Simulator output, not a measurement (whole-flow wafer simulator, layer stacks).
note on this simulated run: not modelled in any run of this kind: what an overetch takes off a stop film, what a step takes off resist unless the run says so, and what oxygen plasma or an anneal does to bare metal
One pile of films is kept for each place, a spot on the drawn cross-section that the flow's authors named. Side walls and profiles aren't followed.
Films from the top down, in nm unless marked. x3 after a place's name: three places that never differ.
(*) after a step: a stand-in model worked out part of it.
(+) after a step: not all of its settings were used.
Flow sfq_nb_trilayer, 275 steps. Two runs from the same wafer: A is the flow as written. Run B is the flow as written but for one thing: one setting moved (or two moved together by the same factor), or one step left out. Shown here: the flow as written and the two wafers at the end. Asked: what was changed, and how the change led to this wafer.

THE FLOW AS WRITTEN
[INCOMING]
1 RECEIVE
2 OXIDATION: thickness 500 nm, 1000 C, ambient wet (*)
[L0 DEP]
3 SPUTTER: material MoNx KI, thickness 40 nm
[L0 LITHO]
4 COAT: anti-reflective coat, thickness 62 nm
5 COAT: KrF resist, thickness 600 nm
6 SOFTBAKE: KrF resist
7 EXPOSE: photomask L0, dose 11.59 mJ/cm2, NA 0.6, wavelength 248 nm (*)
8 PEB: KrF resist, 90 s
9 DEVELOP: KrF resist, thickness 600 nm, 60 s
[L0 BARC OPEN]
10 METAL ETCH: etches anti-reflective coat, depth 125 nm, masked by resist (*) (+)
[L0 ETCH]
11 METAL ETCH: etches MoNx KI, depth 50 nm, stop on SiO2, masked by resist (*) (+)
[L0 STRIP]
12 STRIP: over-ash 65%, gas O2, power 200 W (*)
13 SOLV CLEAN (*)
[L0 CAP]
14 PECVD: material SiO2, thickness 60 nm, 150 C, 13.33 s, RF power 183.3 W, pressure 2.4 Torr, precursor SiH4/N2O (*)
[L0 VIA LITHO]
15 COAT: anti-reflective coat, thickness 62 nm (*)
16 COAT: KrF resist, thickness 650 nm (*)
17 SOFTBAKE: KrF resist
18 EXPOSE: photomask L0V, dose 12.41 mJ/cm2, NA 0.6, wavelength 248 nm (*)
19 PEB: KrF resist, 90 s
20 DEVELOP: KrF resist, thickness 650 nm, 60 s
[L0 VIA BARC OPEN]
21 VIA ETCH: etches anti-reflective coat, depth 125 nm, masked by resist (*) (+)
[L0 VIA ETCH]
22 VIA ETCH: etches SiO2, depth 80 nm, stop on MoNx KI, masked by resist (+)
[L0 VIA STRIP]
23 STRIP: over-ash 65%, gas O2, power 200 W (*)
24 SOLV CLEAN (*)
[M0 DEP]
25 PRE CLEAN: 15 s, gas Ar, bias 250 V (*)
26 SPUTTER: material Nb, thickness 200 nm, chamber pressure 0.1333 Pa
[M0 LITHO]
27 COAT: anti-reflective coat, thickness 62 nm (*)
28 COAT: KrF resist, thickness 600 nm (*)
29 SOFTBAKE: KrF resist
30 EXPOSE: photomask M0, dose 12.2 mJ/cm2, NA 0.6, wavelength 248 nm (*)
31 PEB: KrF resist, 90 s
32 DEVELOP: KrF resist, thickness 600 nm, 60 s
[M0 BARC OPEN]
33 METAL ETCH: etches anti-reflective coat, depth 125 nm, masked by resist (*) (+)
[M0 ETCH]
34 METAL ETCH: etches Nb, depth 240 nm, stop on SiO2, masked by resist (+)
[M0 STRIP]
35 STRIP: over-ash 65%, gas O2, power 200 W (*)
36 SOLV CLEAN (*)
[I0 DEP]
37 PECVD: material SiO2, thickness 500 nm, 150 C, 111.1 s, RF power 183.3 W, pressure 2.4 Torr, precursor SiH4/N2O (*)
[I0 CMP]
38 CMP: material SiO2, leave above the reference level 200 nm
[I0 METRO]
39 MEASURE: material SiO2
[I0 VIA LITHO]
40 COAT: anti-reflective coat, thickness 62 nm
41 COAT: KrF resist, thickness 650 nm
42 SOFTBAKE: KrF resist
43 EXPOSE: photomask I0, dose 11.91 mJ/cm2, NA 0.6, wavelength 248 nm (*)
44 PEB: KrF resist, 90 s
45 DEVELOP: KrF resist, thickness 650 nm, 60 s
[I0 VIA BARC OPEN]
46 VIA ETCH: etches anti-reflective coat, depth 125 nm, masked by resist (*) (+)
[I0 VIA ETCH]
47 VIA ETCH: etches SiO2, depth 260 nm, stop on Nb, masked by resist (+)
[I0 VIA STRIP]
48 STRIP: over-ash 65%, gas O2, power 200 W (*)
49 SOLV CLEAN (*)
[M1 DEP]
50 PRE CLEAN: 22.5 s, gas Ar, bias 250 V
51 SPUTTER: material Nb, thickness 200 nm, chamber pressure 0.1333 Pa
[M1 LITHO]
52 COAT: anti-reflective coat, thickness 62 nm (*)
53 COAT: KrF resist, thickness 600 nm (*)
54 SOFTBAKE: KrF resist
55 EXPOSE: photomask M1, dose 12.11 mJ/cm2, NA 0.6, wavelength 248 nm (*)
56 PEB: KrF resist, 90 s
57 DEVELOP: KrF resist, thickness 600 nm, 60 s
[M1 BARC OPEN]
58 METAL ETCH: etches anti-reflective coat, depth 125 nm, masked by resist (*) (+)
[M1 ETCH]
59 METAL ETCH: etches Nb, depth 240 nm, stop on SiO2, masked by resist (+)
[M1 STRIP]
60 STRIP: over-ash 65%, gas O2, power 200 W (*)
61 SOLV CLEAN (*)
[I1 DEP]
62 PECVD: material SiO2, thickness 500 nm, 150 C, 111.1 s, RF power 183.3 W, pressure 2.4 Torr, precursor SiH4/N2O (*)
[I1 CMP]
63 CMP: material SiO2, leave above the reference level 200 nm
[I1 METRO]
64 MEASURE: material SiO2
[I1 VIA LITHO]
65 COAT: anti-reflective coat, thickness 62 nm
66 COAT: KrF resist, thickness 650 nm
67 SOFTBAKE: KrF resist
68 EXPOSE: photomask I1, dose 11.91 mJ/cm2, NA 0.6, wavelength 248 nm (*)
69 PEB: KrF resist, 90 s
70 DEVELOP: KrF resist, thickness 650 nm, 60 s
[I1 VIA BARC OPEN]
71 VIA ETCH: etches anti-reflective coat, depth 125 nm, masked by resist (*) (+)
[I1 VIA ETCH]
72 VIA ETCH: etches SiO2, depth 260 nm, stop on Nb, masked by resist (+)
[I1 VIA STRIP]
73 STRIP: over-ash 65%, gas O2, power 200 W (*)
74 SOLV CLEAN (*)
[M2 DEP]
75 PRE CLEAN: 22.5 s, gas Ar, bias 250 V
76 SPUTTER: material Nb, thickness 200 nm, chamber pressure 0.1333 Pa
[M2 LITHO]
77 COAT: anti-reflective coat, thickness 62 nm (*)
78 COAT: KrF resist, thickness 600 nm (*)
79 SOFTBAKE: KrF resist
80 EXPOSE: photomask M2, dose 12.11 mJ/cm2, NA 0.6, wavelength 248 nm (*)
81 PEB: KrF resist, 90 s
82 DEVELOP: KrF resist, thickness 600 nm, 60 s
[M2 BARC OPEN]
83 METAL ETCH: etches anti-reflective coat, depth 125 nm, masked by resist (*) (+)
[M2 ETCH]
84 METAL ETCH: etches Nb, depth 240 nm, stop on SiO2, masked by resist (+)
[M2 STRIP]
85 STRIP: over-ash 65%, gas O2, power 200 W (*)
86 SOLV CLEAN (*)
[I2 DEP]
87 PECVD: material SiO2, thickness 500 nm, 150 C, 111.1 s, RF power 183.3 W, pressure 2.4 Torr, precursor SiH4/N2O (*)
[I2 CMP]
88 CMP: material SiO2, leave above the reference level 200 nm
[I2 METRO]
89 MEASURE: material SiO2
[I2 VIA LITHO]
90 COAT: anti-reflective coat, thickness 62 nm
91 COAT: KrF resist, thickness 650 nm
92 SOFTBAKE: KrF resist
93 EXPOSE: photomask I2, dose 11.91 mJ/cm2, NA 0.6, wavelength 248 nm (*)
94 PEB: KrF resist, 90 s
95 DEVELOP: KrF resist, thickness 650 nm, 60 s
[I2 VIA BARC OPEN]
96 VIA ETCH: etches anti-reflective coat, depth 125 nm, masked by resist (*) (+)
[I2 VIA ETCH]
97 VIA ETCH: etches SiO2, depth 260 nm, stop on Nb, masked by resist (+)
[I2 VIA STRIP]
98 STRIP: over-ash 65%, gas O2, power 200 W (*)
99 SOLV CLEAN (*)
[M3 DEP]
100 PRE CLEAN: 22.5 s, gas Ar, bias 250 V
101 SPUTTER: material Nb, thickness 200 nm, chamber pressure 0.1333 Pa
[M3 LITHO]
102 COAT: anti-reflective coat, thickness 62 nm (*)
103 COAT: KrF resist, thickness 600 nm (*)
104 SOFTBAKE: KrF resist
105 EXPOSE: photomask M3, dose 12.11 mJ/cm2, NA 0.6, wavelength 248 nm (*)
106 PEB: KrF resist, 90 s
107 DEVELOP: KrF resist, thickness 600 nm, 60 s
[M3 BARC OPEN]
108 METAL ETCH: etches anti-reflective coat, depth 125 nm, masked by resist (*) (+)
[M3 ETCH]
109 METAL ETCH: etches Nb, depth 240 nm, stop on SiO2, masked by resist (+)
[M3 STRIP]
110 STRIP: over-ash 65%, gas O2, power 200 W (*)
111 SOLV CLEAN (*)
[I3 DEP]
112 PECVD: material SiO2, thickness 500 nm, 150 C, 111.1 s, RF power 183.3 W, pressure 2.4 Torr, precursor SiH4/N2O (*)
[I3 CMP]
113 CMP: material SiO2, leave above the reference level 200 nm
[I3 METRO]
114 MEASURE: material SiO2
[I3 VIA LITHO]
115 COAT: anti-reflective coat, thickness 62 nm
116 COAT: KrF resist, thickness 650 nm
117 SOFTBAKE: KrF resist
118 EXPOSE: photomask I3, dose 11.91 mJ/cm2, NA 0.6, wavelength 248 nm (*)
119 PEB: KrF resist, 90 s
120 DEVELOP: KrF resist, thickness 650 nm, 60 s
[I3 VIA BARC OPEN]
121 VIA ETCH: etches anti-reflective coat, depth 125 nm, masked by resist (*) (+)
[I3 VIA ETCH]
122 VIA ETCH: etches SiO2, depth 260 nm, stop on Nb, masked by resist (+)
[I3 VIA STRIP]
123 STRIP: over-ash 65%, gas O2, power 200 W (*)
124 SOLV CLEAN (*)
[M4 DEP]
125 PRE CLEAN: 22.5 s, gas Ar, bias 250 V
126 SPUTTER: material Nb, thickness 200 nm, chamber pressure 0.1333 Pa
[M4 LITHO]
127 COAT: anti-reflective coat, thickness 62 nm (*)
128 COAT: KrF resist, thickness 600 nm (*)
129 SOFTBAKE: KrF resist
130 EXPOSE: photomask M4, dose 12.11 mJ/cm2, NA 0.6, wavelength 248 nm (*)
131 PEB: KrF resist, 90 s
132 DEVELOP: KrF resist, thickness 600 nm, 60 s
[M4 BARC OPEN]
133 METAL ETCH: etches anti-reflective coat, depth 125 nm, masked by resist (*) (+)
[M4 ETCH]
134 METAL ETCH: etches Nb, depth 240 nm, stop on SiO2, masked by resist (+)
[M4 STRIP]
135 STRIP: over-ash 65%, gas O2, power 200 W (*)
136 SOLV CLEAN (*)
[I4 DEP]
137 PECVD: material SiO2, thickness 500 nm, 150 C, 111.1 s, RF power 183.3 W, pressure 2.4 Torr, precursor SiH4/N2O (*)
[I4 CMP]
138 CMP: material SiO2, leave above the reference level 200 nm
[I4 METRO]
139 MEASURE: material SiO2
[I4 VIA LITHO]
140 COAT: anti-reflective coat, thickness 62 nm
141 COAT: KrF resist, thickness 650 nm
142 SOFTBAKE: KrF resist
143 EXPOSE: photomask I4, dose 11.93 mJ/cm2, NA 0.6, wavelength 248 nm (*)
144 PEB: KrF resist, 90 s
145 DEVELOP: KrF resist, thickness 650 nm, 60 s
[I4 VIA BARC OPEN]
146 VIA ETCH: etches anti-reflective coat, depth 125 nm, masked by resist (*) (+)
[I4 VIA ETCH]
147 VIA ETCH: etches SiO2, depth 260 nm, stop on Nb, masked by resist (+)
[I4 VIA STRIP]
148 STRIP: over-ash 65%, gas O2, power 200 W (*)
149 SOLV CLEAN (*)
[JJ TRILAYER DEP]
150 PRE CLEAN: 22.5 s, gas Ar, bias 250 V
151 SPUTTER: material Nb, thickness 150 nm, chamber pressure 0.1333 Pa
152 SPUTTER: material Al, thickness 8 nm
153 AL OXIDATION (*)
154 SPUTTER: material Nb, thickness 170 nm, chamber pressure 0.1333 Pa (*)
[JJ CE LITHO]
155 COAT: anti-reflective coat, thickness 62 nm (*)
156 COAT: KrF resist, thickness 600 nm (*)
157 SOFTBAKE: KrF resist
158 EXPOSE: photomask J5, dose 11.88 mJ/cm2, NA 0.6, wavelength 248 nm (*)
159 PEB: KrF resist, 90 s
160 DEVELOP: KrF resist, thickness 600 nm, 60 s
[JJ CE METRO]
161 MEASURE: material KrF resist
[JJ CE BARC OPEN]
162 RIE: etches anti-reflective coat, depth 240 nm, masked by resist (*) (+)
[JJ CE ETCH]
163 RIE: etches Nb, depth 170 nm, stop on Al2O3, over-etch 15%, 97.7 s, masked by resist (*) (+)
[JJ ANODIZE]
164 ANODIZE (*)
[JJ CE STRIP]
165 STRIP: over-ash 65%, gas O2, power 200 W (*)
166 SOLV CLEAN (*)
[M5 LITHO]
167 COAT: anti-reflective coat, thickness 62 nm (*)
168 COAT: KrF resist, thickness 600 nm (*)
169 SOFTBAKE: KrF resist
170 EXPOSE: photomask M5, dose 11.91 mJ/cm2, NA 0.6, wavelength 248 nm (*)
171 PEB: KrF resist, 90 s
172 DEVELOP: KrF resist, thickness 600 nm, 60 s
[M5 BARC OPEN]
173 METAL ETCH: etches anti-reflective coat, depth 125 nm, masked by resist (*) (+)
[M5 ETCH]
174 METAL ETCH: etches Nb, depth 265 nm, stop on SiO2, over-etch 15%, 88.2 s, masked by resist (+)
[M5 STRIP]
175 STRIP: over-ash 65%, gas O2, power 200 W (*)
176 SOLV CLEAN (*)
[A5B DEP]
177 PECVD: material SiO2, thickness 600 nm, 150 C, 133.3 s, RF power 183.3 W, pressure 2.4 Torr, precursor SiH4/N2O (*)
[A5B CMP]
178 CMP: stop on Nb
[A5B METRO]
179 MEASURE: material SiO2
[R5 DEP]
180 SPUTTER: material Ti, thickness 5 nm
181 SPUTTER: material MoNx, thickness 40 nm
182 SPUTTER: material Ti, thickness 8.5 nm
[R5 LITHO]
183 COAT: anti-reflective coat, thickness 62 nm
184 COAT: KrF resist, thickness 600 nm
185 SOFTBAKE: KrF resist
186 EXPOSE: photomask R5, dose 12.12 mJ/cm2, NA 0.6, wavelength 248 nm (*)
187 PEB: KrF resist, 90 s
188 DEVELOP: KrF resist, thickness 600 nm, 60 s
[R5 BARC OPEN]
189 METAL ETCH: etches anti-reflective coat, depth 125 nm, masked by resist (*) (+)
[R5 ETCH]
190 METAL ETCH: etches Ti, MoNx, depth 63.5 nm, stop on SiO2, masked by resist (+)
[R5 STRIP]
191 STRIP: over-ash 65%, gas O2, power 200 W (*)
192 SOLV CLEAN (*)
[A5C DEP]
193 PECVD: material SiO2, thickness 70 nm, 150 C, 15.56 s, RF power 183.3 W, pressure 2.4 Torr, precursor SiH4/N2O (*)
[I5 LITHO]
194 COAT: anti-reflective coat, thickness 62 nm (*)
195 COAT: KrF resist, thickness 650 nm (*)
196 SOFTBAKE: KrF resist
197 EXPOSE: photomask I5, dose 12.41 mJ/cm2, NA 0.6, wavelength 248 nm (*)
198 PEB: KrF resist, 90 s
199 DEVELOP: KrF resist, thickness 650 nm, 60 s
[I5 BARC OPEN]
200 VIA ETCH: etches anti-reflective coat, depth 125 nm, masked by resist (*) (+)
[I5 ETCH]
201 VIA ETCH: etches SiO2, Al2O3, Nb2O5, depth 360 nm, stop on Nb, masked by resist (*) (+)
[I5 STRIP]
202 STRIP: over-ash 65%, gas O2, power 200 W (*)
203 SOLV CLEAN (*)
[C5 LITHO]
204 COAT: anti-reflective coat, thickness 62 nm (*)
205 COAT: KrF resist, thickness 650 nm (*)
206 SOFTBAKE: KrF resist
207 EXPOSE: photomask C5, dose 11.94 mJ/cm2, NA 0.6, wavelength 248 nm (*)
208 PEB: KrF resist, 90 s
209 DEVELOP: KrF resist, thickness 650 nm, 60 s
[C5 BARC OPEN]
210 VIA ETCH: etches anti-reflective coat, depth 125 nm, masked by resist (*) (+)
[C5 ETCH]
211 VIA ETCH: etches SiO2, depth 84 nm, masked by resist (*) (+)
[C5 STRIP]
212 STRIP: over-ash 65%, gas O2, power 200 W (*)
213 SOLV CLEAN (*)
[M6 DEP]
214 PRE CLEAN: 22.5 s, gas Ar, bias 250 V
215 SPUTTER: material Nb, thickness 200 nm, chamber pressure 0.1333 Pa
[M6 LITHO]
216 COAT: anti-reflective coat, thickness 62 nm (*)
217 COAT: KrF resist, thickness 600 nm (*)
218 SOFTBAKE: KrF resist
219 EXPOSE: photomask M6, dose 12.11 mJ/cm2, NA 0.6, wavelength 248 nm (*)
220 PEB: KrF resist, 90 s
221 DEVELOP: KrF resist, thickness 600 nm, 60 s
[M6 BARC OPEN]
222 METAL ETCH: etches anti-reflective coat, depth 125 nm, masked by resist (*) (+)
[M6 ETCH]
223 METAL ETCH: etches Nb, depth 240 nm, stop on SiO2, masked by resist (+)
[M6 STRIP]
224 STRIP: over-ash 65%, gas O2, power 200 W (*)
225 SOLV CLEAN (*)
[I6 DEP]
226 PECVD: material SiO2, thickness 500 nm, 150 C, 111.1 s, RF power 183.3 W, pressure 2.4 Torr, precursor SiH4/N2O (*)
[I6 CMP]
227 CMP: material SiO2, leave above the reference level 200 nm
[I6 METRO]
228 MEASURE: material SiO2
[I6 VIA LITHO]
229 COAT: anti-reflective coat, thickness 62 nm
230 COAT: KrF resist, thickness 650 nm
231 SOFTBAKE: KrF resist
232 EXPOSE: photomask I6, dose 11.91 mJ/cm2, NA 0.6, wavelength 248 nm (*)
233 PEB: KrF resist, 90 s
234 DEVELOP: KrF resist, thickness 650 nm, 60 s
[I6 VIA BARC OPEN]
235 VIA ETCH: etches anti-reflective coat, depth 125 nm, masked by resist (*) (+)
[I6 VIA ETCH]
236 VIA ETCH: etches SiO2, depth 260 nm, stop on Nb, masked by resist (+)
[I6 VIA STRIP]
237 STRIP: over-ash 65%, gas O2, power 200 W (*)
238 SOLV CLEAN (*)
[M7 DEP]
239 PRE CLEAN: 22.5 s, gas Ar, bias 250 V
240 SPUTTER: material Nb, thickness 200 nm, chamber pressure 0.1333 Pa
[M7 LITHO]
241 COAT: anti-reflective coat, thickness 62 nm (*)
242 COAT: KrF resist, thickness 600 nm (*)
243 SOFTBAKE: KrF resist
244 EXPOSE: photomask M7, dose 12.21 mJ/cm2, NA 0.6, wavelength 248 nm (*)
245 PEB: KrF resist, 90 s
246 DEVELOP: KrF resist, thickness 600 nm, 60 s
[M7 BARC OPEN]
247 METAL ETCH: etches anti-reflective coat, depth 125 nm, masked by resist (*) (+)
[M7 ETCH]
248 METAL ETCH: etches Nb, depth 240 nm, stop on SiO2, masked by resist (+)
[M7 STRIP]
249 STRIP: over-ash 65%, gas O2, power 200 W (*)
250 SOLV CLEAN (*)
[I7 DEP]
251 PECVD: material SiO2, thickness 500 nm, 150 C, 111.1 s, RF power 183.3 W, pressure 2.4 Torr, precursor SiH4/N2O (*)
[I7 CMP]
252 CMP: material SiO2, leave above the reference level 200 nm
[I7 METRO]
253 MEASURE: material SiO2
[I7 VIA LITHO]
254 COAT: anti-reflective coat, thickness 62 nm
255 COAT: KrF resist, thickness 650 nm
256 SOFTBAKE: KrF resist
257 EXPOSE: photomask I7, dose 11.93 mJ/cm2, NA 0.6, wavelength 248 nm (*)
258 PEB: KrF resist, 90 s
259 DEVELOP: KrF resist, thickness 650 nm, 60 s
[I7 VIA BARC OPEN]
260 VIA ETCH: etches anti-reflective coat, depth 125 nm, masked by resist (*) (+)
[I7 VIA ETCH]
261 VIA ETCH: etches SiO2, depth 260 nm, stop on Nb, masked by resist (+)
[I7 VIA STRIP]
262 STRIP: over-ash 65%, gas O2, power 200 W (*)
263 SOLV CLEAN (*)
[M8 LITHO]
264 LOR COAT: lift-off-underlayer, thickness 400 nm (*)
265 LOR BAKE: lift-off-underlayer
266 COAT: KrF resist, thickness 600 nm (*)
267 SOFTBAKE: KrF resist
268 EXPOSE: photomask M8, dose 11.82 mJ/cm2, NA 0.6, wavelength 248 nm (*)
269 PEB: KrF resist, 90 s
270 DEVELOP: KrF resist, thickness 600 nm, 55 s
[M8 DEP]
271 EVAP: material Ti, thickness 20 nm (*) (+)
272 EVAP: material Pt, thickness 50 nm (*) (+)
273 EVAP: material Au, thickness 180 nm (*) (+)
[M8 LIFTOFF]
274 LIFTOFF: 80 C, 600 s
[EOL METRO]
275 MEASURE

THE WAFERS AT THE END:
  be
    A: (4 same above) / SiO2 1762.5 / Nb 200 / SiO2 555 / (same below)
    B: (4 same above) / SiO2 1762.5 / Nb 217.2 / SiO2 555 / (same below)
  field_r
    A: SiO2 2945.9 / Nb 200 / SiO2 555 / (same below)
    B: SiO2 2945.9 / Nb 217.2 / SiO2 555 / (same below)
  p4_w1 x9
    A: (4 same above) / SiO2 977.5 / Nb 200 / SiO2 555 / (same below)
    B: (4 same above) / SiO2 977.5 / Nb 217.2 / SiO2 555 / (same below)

The cause: step 26, SPUTTER: thickness 217.2 nm was run, where the flow has thickness 200 nm.
It can be read off the wafer: be has Nb 217.2, and step 26 as written asks for 200 nm.

How the change led to this, step by step:
  26 SPUTTER: material Nb, thickness 200 nm, chamber pressure 0.1333 Pa
      field_l, v_sur, via_wl and 102 more: A Nb +200 (new film) | B Nb +217.2 (new film)
      l0v: A Nb +195.7 (new film) | B Nb +212.9 (new film)
  34 METAL ETCH: etches Nb, depth 240 nm, stop on SiO2, masked by resist (+)
      moat, m0r_space_l x2: A Nb -200 (all of it) | B Nb -217.2 (all of it)
  37 PECVD: material SiO2, thickness 500 nm, 150 C, 111.1 s, RF power 183.3 W, pressure 2.4 Torr, precursor SiH4/N2O (*)
      moat, m0r_space_l x2: A SiO2 +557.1 | B SiO2 +574.3
